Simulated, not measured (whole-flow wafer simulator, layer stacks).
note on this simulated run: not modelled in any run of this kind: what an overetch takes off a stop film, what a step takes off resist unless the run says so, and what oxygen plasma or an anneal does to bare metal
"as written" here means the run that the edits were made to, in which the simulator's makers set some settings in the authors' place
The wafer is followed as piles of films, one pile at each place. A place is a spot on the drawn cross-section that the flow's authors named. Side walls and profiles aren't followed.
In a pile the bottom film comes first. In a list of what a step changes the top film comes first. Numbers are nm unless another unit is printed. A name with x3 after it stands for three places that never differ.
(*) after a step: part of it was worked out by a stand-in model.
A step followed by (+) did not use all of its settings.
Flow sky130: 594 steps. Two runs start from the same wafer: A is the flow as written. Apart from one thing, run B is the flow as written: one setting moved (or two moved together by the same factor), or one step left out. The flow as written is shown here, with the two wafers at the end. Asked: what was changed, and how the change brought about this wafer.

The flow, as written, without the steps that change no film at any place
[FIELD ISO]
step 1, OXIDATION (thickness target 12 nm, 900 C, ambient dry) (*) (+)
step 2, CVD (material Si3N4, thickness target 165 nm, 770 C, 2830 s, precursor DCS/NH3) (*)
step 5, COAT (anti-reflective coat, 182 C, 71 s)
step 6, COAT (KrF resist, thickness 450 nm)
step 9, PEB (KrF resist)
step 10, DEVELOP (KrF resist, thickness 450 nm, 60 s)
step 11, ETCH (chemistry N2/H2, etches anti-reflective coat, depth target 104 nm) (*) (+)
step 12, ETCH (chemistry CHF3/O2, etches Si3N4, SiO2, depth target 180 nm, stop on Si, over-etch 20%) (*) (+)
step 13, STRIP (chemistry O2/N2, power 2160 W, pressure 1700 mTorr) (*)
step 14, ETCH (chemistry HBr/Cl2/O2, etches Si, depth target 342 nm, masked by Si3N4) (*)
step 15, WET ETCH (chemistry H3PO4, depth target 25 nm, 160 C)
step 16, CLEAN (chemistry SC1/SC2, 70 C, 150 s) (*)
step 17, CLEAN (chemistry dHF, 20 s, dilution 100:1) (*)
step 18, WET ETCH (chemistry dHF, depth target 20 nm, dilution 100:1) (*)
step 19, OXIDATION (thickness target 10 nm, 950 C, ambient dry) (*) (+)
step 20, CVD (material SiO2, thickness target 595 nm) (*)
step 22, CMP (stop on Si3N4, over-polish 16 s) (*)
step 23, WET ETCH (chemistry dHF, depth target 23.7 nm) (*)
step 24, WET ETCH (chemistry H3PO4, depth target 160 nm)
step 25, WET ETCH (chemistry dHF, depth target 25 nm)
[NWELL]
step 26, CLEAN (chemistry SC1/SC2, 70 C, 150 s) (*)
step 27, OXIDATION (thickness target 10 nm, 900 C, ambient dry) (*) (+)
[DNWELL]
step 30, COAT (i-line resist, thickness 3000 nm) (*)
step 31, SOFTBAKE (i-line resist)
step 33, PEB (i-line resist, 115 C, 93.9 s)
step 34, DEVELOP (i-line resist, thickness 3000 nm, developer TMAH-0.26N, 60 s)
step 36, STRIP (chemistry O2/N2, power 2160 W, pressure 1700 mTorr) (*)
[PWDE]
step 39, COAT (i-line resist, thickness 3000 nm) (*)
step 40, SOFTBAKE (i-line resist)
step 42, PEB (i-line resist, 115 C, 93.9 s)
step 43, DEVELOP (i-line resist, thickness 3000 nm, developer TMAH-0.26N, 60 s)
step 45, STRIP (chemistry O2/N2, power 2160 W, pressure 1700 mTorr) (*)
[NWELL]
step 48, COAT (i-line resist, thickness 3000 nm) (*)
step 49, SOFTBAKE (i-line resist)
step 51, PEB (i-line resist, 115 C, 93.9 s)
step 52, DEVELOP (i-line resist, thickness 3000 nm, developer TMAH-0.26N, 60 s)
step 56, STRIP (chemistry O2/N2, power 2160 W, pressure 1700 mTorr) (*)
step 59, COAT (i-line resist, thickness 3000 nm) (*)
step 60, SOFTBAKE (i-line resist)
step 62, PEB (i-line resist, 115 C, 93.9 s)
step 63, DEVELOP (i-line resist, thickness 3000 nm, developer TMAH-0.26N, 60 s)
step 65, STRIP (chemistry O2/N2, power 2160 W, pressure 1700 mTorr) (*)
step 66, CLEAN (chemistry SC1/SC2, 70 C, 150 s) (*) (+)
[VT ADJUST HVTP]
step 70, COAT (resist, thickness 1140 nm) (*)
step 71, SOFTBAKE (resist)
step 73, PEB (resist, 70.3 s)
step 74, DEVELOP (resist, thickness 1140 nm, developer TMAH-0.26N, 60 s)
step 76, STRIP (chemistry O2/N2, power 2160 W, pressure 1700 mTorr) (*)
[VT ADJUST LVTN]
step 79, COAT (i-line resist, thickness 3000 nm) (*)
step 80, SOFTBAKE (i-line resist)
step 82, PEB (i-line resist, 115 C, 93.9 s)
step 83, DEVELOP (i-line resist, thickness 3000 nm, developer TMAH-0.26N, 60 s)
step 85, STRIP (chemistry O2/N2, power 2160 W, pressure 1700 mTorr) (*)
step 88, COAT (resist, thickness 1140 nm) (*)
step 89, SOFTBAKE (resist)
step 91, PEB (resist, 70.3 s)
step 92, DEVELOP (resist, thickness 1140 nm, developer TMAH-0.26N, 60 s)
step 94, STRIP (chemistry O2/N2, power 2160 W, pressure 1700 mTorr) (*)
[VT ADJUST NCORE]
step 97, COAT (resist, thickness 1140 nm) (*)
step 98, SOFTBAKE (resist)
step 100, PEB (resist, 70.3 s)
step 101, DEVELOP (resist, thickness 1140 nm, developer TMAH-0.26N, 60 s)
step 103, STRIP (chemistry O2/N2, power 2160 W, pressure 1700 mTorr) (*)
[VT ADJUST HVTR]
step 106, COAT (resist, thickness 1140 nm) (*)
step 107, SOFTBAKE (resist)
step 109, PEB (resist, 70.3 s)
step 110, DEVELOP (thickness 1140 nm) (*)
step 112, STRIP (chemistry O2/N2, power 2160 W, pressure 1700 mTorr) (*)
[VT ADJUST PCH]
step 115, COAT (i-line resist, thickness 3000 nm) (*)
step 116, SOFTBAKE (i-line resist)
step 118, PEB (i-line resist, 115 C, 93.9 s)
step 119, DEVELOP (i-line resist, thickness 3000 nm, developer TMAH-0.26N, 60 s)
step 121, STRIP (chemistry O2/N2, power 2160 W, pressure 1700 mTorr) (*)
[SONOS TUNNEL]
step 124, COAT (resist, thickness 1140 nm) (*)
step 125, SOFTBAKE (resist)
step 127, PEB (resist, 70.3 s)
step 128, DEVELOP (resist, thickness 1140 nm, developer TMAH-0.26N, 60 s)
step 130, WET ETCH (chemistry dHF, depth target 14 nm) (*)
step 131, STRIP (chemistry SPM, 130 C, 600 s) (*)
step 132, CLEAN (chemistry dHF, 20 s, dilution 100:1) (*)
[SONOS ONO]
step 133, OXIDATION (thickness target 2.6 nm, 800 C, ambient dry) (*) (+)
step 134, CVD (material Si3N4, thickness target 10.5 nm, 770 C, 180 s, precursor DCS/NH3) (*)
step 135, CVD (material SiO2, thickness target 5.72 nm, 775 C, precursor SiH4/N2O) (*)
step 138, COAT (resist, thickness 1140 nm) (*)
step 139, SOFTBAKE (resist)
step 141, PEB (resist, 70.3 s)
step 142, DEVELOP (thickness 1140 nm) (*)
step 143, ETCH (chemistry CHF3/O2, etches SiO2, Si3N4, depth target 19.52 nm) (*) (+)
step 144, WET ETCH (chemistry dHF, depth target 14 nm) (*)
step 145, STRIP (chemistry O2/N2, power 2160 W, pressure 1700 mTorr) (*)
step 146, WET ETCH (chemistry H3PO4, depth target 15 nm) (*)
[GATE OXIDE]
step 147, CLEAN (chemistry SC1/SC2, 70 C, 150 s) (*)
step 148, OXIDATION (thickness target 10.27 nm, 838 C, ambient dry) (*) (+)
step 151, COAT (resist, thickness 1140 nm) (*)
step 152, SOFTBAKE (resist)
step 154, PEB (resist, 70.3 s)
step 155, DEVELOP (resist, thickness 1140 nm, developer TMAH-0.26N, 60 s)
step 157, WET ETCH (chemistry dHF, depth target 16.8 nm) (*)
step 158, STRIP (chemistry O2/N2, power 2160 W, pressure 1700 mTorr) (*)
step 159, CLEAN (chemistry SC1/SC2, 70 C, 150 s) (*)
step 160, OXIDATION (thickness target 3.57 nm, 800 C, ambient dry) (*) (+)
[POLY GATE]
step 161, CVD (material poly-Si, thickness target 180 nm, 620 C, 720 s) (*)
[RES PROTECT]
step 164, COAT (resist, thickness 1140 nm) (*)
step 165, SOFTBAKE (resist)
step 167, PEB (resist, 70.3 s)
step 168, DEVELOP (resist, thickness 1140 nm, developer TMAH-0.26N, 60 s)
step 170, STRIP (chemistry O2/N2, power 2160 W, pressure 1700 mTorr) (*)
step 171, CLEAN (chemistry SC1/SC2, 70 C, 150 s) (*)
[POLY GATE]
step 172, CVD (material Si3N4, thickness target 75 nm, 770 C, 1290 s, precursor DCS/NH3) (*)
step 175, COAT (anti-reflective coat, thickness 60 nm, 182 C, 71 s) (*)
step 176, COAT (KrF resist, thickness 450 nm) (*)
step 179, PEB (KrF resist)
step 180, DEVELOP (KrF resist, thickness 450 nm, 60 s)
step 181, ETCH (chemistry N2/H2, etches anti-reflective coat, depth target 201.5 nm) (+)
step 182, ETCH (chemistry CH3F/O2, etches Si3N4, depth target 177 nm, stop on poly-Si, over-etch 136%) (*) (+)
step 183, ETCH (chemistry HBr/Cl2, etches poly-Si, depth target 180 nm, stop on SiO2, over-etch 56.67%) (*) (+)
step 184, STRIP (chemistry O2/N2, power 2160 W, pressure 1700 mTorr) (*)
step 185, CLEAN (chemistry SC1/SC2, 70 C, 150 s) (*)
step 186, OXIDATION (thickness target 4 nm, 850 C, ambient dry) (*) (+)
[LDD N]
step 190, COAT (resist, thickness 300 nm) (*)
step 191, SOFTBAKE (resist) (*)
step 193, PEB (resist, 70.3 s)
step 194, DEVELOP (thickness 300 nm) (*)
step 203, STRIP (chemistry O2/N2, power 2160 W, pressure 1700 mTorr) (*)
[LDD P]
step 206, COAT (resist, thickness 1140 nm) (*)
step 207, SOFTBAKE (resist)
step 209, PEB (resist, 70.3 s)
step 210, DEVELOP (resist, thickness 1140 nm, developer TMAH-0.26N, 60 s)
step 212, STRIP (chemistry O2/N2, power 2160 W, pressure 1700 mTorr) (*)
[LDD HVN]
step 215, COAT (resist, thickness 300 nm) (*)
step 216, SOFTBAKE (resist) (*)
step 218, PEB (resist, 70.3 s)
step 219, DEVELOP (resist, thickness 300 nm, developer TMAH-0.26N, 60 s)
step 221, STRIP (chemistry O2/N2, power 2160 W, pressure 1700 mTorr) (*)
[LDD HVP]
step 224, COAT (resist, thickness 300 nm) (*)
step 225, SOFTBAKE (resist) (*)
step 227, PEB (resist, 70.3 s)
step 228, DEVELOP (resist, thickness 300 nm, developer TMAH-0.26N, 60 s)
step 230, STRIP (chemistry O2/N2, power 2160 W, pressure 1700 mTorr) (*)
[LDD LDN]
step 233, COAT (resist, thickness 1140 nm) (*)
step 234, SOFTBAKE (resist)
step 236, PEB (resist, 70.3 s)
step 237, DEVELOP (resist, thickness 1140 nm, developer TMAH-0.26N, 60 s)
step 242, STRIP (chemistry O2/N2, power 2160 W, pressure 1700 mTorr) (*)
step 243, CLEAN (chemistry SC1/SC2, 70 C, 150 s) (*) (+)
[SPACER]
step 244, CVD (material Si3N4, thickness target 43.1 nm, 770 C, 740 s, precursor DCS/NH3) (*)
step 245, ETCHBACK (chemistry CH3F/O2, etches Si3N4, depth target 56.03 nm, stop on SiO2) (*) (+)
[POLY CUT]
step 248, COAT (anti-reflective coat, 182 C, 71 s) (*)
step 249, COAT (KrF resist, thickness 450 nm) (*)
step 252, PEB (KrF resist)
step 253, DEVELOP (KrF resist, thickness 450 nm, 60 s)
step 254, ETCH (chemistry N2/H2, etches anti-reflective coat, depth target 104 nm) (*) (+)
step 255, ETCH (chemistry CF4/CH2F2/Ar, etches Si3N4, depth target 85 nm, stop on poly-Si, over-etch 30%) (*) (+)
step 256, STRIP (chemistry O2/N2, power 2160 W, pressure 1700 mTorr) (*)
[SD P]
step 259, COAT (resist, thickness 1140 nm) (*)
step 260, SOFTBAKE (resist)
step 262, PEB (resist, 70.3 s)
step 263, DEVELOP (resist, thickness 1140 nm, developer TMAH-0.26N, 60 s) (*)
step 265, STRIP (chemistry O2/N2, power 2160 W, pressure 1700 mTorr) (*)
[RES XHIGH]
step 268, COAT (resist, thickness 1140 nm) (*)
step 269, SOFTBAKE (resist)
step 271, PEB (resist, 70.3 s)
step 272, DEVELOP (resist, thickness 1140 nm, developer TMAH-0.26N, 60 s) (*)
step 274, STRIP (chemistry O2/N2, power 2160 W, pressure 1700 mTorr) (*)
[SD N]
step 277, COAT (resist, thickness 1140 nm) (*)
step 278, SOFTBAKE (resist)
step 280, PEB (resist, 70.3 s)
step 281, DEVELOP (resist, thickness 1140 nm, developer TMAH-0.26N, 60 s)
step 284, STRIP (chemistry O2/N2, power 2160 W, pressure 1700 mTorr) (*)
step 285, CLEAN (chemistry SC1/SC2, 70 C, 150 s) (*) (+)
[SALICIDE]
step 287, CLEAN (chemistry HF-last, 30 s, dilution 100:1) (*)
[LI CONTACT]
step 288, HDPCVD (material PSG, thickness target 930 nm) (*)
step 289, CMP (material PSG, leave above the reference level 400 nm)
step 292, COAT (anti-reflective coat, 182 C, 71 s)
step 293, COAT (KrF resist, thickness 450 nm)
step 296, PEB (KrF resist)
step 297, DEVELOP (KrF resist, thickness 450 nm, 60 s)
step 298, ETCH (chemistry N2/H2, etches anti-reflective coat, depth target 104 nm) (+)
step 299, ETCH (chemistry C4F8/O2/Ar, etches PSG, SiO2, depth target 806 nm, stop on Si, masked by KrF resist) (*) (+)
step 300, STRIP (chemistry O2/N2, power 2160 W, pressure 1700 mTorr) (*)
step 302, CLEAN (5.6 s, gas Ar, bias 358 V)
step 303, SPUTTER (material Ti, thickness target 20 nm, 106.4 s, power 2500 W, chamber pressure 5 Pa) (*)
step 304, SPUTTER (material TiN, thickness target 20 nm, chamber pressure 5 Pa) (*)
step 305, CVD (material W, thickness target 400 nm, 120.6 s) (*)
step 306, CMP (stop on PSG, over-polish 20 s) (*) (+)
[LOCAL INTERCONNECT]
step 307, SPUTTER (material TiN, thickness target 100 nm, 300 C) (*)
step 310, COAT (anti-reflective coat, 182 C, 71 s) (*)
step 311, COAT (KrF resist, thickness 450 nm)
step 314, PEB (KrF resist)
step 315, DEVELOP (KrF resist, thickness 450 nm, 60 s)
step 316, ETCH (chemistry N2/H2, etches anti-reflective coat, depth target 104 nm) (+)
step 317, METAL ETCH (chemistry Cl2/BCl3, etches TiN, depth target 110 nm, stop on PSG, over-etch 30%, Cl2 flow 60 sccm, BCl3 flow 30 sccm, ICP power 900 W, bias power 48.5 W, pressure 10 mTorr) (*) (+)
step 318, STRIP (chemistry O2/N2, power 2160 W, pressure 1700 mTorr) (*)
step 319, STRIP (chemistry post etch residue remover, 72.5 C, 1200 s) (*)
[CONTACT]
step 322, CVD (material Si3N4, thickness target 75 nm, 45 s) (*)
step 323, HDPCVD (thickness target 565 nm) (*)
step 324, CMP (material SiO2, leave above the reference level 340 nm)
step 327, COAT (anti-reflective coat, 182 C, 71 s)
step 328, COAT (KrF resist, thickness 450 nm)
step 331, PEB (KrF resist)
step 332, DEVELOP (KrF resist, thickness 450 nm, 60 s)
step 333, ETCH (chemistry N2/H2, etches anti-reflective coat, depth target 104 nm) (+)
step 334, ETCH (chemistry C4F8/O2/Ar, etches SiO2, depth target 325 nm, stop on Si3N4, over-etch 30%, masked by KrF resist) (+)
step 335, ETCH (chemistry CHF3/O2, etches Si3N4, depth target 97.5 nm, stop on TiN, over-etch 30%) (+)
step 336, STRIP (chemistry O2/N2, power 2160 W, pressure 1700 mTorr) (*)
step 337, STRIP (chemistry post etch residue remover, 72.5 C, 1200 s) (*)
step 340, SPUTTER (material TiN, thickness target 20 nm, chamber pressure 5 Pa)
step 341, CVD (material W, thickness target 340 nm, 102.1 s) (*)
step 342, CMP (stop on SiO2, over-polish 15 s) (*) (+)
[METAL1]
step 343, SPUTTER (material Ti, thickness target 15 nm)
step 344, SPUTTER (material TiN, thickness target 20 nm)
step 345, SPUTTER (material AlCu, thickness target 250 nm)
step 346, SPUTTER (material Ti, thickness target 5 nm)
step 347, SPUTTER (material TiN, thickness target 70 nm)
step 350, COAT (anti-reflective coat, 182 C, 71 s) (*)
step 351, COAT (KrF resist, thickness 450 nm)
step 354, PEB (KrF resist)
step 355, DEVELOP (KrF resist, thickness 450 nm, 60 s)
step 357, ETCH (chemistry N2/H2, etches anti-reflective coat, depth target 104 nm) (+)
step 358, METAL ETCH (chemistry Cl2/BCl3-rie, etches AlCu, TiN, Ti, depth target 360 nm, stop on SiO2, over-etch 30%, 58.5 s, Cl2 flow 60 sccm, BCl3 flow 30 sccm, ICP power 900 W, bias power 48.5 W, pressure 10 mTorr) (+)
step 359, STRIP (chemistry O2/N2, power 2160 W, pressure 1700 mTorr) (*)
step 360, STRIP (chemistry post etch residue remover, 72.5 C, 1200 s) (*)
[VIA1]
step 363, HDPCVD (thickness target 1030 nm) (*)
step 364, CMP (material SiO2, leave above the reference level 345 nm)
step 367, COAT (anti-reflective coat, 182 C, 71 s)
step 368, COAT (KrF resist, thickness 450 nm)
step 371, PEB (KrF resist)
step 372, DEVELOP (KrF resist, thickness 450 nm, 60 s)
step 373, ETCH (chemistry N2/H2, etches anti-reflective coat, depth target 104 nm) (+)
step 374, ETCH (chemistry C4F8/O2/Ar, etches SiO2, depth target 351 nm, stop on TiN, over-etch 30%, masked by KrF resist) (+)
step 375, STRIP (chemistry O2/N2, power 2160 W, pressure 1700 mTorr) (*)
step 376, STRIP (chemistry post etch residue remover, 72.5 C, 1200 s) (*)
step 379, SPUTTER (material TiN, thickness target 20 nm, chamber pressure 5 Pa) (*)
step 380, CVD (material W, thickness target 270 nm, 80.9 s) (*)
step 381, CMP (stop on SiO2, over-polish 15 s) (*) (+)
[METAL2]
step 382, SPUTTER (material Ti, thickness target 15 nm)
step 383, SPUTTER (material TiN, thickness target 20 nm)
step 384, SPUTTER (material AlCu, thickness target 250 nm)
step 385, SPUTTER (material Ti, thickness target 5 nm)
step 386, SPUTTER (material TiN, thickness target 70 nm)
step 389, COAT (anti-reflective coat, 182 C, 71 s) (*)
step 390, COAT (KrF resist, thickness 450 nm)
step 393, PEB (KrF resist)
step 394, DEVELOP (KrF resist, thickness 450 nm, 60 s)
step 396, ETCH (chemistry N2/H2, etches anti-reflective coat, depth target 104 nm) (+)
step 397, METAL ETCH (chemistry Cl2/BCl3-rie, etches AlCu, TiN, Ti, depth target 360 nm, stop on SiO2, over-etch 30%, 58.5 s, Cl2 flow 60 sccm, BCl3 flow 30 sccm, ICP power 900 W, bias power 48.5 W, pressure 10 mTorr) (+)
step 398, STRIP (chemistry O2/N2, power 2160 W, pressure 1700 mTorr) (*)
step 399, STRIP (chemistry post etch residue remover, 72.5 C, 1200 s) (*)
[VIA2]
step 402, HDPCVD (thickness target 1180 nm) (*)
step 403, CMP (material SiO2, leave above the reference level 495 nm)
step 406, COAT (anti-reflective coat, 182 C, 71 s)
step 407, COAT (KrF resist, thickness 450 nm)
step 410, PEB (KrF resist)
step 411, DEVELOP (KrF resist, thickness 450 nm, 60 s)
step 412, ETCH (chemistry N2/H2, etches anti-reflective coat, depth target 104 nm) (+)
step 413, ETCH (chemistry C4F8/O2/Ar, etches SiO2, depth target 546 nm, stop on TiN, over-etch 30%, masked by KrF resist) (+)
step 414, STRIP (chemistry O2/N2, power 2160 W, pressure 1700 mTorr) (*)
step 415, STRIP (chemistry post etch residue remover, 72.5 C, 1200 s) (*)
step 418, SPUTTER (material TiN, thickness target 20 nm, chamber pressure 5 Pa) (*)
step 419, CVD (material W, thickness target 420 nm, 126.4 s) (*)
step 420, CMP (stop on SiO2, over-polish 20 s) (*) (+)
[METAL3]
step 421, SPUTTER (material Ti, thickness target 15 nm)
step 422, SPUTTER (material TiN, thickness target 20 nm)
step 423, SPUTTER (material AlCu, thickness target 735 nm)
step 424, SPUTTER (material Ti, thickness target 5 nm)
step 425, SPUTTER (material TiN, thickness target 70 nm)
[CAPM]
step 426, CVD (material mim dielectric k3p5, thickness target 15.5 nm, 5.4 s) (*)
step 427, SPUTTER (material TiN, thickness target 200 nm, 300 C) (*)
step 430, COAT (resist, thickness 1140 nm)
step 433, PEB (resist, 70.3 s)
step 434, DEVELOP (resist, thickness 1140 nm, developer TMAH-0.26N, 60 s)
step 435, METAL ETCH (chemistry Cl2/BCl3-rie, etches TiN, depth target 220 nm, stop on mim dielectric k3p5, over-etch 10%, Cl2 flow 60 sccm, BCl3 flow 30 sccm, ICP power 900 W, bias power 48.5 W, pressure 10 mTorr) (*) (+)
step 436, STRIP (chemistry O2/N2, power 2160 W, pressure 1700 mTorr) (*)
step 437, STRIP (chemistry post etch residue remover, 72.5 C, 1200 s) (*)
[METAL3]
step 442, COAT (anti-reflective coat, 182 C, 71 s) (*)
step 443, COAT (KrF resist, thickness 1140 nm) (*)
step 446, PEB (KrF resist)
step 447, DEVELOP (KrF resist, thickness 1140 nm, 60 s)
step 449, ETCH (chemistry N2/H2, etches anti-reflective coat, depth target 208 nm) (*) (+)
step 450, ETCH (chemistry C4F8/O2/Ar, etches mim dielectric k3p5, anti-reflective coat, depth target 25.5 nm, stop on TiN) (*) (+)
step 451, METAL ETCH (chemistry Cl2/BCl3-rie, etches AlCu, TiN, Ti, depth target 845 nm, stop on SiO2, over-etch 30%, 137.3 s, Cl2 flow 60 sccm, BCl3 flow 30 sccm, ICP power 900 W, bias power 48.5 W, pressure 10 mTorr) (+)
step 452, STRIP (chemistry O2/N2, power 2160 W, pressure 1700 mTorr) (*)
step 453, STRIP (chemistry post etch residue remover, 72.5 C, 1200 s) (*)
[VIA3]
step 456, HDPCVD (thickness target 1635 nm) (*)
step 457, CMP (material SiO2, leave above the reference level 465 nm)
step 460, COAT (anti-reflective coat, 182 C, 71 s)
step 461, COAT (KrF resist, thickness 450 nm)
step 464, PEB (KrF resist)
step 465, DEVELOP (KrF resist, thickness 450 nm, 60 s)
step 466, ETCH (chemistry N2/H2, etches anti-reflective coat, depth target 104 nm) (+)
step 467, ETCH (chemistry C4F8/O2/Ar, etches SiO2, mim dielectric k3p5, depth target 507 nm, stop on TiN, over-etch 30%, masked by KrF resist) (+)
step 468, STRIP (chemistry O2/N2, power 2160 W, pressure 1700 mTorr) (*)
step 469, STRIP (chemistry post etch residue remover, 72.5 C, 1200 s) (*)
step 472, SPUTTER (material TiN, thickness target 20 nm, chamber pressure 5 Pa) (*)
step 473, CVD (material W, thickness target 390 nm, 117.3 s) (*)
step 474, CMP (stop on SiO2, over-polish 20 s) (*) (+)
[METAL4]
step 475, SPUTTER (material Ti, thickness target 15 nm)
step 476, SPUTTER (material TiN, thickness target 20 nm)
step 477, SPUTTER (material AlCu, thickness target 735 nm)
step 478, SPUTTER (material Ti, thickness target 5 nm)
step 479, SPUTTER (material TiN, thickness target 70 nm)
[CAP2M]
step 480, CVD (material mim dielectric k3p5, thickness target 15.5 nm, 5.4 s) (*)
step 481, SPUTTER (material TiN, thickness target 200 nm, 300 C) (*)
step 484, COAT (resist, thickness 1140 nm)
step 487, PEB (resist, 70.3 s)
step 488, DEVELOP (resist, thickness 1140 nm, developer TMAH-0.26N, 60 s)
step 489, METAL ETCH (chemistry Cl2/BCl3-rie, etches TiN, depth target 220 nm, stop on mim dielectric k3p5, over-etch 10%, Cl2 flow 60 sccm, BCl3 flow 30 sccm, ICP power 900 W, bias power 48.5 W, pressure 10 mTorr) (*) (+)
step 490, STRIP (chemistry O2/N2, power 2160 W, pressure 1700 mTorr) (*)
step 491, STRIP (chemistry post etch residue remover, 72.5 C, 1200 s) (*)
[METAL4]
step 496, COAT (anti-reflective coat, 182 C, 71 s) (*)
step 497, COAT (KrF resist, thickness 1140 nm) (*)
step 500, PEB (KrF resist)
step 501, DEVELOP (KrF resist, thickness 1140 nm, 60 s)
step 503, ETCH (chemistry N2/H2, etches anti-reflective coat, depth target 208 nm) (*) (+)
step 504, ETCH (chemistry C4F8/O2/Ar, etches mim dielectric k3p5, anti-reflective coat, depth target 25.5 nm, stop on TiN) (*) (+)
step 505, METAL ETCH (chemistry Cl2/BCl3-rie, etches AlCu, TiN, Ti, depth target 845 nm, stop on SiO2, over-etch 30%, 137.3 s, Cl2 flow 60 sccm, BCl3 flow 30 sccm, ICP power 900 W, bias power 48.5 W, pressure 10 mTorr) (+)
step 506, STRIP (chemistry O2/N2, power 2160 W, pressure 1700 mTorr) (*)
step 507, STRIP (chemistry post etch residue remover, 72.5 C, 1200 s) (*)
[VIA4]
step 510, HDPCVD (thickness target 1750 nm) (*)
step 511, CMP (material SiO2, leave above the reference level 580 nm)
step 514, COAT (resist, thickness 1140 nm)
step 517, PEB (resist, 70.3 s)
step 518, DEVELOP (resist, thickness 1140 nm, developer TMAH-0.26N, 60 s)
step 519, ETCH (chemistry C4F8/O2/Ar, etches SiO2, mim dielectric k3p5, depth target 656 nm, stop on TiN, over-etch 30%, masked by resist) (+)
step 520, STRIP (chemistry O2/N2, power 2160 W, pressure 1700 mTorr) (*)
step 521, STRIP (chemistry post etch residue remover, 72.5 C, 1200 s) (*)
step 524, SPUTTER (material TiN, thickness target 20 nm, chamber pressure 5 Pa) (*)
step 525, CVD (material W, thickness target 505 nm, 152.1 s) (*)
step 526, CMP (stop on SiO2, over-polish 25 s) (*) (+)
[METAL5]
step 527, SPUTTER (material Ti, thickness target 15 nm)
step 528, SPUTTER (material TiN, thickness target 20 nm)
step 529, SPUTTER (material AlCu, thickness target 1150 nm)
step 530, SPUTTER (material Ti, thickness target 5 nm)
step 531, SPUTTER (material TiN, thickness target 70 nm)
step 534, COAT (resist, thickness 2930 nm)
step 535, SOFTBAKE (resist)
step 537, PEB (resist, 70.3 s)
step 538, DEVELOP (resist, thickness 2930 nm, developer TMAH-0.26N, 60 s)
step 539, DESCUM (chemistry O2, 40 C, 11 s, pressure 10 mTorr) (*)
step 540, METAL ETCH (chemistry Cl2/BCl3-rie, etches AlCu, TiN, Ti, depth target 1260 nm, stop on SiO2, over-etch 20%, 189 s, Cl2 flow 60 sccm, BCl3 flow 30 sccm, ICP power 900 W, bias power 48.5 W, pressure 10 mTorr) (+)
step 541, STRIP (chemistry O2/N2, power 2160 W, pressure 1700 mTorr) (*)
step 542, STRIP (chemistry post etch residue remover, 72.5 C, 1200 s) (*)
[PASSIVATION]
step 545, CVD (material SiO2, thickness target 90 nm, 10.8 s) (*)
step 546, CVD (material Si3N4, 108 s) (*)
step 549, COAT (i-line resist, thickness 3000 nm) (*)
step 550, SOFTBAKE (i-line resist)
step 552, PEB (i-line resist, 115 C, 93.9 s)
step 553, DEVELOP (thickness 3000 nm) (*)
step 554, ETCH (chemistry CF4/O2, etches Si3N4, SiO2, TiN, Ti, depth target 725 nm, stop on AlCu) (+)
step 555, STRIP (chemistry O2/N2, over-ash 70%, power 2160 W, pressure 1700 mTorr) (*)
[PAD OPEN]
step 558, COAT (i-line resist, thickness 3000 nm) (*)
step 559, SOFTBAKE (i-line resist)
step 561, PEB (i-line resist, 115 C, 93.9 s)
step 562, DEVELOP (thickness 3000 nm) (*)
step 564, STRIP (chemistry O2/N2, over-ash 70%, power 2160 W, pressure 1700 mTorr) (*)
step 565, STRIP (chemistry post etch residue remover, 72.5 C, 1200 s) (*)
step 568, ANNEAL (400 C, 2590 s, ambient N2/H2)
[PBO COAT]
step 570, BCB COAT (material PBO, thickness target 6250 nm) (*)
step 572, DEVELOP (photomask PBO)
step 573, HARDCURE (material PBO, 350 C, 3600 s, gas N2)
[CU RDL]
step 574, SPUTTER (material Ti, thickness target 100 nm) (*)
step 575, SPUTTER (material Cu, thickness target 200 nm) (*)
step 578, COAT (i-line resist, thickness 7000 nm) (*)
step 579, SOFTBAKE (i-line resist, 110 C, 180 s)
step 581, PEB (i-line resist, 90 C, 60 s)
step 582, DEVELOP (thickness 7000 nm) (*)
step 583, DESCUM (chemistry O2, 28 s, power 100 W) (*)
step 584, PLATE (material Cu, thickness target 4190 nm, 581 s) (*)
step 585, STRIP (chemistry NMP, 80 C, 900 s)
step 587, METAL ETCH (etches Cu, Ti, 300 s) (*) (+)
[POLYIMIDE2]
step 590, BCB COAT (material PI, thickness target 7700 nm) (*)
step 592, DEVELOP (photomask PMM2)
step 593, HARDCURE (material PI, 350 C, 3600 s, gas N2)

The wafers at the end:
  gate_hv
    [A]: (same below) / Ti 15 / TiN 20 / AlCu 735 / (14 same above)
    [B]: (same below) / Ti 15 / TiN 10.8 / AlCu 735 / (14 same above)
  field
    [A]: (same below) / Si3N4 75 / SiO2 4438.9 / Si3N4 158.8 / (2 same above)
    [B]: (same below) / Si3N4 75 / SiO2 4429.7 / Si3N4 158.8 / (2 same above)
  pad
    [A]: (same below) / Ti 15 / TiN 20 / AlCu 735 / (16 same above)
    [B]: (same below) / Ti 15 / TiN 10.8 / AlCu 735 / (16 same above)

Cause: step 422, SPUTTER: thickness target 10.8 nm was run, though the flow has thickness target 20 nm.
The wafer lets one read it off: gate_hv has TiN 10.8, and step 422 as written asks for 20 nm.

The path from the change to this, step by step:
  step 422, SPUTTER (material TiN, thickness target 20 nm)
      field, active, n_well and 188 more: A +20 TiN (new film) | B +10.8 TiN (new film)
  step 451, METAL ETCH (chemistry Cl2/BCl3-rie, etches AlCu, TiN, Ti, depth target 845 nm, stop on SiO2, over-etch 30%, 137.3 s, Cl2 flow 60 sccm, BCl3 flow 30 sccm, ICP power 900 W, bias power 48.5 W, pressure 10 mTorr) (+)
      field, gate, spacer and 68 more: A -70 TiN (all of it), -5 Ti (all of it), -735 AlCu (all of it), -20 TiN (all of it), -15 Ti (all of it), -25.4 SiO2 | B -70 TiN (all of it), -5 Ti (all of it), -735 AlCu (all of it), -10.8 TiN (all of it), -15 Ti (all of it), -26.3 SiO2
      active, vpp_ln, vpp_iso2 and 11 more: A -70 TiN (all of it), -5 Ti (all of it), -735 AlCu (all of it), -20 TiN (all of it), -15 Ti (all of it), -25.3 SiO2 | B -70 TiN (all of it), -5 Ti (all of it), -735 AlCu (all of it), -10.8 TiN (all of it), -15 Ti (all of it), -26.3 SiO2
  step 457, CMP (material SiO2, leave above the reference level 465 nm)
      field, active, gate and 82 more: A -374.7 SiO2 | B -382.9 SiO2
